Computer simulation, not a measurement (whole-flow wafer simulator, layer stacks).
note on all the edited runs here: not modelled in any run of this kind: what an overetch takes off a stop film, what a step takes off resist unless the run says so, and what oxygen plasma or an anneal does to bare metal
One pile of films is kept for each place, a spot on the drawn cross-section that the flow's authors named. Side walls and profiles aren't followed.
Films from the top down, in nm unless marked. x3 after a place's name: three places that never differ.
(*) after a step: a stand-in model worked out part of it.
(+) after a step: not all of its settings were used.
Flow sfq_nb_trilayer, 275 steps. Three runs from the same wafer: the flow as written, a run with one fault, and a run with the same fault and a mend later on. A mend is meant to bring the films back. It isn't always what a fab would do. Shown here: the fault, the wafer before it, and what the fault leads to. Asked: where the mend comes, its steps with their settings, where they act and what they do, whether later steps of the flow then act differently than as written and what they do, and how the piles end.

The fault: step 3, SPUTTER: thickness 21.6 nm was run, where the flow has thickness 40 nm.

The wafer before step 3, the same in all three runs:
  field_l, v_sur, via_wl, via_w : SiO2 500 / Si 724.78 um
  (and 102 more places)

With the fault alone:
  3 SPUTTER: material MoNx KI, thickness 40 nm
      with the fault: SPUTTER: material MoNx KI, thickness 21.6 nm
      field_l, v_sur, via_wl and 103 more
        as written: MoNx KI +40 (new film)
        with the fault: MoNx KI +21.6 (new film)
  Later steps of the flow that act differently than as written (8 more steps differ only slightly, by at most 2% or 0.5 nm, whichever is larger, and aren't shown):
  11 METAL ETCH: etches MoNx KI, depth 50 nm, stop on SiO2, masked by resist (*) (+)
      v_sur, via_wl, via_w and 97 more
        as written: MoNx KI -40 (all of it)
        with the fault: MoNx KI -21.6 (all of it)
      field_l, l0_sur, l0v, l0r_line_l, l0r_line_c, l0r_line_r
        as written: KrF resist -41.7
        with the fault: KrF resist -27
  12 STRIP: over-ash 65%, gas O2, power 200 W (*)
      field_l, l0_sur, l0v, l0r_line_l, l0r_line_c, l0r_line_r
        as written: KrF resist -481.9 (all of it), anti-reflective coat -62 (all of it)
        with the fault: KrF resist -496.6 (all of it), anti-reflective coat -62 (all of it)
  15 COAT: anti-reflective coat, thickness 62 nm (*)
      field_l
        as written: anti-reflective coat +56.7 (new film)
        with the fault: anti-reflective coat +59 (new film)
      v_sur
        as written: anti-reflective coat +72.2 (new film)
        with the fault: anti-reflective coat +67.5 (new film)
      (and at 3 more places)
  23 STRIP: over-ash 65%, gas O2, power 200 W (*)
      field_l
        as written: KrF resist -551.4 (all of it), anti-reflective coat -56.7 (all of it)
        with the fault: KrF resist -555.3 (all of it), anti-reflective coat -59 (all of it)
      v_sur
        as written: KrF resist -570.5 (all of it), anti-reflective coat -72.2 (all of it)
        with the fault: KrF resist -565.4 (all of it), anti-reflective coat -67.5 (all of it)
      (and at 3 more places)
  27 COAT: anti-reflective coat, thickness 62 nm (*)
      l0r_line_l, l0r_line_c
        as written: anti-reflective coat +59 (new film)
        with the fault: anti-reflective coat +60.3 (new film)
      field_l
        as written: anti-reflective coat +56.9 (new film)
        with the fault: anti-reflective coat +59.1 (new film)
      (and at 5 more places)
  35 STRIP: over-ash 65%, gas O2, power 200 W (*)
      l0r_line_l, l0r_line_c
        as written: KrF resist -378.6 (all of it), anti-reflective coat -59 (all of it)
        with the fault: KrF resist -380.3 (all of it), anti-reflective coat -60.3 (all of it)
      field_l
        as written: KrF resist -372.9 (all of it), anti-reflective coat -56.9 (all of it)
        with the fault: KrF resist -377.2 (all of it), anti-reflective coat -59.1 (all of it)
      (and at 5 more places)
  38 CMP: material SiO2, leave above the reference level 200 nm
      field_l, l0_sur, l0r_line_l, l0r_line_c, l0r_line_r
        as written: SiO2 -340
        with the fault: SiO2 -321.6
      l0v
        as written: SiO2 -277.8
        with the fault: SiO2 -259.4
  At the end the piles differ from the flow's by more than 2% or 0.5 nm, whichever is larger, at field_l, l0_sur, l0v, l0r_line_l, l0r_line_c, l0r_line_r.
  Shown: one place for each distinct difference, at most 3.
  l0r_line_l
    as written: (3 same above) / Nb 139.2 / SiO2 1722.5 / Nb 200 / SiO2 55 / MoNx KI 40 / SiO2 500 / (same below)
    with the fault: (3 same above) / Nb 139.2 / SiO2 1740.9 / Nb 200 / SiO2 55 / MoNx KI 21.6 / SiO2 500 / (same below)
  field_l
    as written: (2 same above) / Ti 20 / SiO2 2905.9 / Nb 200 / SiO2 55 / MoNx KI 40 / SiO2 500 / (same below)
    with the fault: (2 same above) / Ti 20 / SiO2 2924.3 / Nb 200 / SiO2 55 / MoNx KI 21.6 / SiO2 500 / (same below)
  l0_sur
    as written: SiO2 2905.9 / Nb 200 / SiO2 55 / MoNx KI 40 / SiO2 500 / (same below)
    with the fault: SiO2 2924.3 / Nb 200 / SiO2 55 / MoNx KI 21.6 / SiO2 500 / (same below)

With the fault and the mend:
  The mend comes after step 3.
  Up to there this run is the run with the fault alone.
  3a SPUTTER: material MoNx KI, thickness 18.4 nm (the flow's step 3 once more, with other settings)
      field_l, v_sur, via_wl and 103 more
        MoNx KI +18.4
  No later step of the flow acts differently than as written at any place that is followed.
  At the end the piles are the same as the flow's at every place that both follow.
